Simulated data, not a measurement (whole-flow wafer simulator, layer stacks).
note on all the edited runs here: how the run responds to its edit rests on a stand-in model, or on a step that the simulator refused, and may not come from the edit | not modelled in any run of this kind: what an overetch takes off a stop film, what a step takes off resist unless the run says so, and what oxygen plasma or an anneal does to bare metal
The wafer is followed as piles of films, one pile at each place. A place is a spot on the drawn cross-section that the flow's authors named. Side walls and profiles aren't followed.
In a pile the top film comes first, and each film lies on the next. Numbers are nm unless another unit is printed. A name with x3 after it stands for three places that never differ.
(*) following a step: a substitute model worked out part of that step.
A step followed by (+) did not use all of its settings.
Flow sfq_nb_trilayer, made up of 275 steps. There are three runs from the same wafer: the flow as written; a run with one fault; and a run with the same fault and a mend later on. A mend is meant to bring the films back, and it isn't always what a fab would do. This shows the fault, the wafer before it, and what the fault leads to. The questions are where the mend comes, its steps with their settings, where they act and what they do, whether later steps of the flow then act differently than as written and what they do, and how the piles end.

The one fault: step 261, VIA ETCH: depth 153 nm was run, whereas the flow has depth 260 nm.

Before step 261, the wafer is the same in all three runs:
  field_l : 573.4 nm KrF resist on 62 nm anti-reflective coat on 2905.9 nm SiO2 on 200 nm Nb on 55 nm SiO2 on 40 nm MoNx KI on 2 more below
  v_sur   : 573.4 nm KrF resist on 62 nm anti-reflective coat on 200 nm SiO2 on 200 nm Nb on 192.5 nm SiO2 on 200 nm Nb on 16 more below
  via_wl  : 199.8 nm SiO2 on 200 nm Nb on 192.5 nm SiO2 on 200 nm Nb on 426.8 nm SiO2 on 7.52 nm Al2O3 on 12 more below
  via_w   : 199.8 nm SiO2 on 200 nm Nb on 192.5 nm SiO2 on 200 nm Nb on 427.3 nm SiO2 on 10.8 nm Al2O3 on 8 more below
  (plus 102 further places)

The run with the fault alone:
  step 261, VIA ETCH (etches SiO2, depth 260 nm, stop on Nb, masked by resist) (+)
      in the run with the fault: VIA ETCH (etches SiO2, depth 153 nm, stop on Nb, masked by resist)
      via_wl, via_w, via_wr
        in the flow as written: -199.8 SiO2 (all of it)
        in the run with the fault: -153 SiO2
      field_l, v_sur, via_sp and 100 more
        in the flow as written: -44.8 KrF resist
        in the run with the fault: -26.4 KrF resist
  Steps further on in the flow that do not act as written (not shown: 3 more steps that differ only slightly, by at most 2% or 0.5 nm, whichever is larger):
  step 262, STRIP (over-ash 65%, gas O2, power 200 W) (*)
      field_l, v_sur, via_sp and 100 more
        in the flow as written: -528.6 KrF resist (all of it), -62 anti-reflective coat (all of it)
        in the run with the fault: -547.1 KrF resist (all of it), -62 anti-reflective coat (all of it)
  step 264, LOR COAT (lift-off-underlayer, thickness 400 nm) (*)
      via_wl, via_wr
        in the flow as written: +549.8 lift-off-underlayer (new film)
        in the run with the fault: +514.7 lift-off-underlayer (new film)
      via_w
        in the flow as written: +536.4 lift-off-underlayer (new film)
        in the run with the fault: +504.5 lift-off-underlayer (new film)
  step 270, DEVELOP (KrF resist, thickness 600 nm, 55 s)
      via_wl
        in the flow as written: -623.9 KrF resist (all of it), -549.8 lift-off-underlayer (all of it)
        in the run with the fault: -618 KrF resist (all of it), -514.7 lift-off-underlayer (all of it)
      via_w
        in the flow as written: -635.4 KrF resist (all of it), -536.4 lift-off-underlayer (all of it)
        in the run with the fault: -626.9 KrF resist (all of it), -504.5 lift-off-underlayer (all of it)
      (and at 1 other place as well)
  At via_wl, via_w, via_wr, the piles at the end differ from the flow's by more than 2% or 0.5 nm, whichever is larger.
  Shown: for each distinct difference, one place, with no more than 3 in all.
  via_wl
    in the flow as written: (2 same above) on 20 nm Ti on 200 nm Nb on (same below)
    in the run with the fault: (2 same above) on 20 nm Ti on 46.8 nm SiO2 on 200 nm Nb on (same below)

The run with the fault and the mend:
  After step 262 comes the mend.
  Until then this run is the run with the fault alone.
  step 262a, COAT (anti-reflective coat, thickness 62 nm) (*) (a further turn of the flow's step 254)
      p4_fl x3, p4_w1 x9, p4_g1 x2 and 63 more
        +62 anti-reflective coat (new film)
      be_r, r_sur, res and 7 more
        +61.7 anti-reflective coat (new film)
      jj_sur, ce_l, c5j, ce_r, sp_r
        +61.6 anti-reflective coat (new film)
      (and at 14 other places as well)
  step 262b, COAT (KrF resist, thickness 650 nm) (*) (a further turn of the flow's step 255)
      p4_fl x3, p4_w1 x9, p4_g1 x2 and 63 more
        +650 KrF resist (new film)
      r_end, moat, field_r, lsp_l, l0_sur
        +649.4 KrF resist (new film)
      ln_m5, lsp_m, ln_m6, lsp_r
        +649.5 KrF resist (new film)
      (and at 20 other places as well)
  step 262c, SOFTBAKE (KrF resist) (a further turn of the flow's step 256)
      does not change any film at any place that is followed
  step 262d, EXPOSE (photomask I7, dose 11.93 mJ/cm2, NA 0.6, wavelength 248 nm) (*) (a further turn of the flow's step 257)
      does not change any film at any place that is followed
  step 262e, PEB (KrF resist, 90 s) (a further turn of the flow's step 258)
      ce_l, c5j, ce_r and 91 more
        -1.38 KrF resist
      v_sur, wire, be, be_sur, gap, jj_sur
        -1.37 KrF resist
      field_l, via_sp, via_v
        -1.36 KrF resist
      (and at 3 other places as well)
  step 262f, DEVELOP (KrF resist, thickness 650 nm, 60 s) (a further turn of the flow's step 259)
      field_l, v_sur, via_sp and 100 more
        -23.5 KrF resist
      via_wl
        -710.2 KrF resist (all of it)
      via_w
        -751.7 KrF resist (all of it)
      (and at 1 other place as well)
  step 262g, VIA ETCH (etches anti-reflective coat, depth 125 nm, masked by resist) (+) (a further turn of the flow's step 260)
      field_l, v_sur, via_sp and 100 more
        -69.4 KrF resist
      via_wl, via_wr
        -125 anti-reflective coat
      via_w
        -79.4 anti-reflective coat (all of it), -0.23 SiO2
  step 262h, VIA ETCH (etches SiO2, depth 107 nm, stop on Nb, masked by resist) (*) (+) (a further turn of the flow's step 261, with different settings)
      field_l, v_sur, via_sp and 100 more
        -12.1 KrF resist
      via_wl, via_wr
        -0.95 anti-reflective coat (all of it), -46.8 SiO2 (all of it)
      via_w
        -46.6 SiO2 (all of it)
  step 262i, STRIP (over-ash 65%, gas O2, power 200 W) (*) (a further turn of the flow's step 262)
      p4_fl x3, p4_w1 x9, p4_g1 x2 and 63 more
        -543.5 KrF resist (all of it), -62 anti-reflective coat (all of it)
      field_r, lsp_l, ln_m5, lsp_m, ln_m6
        -543 KrF resist (all of it), -61.7 anti-reflective coat (all of it)
      res, r_end, moat
        -542.9 KrF resist (all of it), -61.7 anti-reflective coat (all of it)
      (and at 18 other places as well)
  Later steps of the flow that are run all act as written at every place that is followed.
  By the end, the piles equal the flow's at every place that both follow.
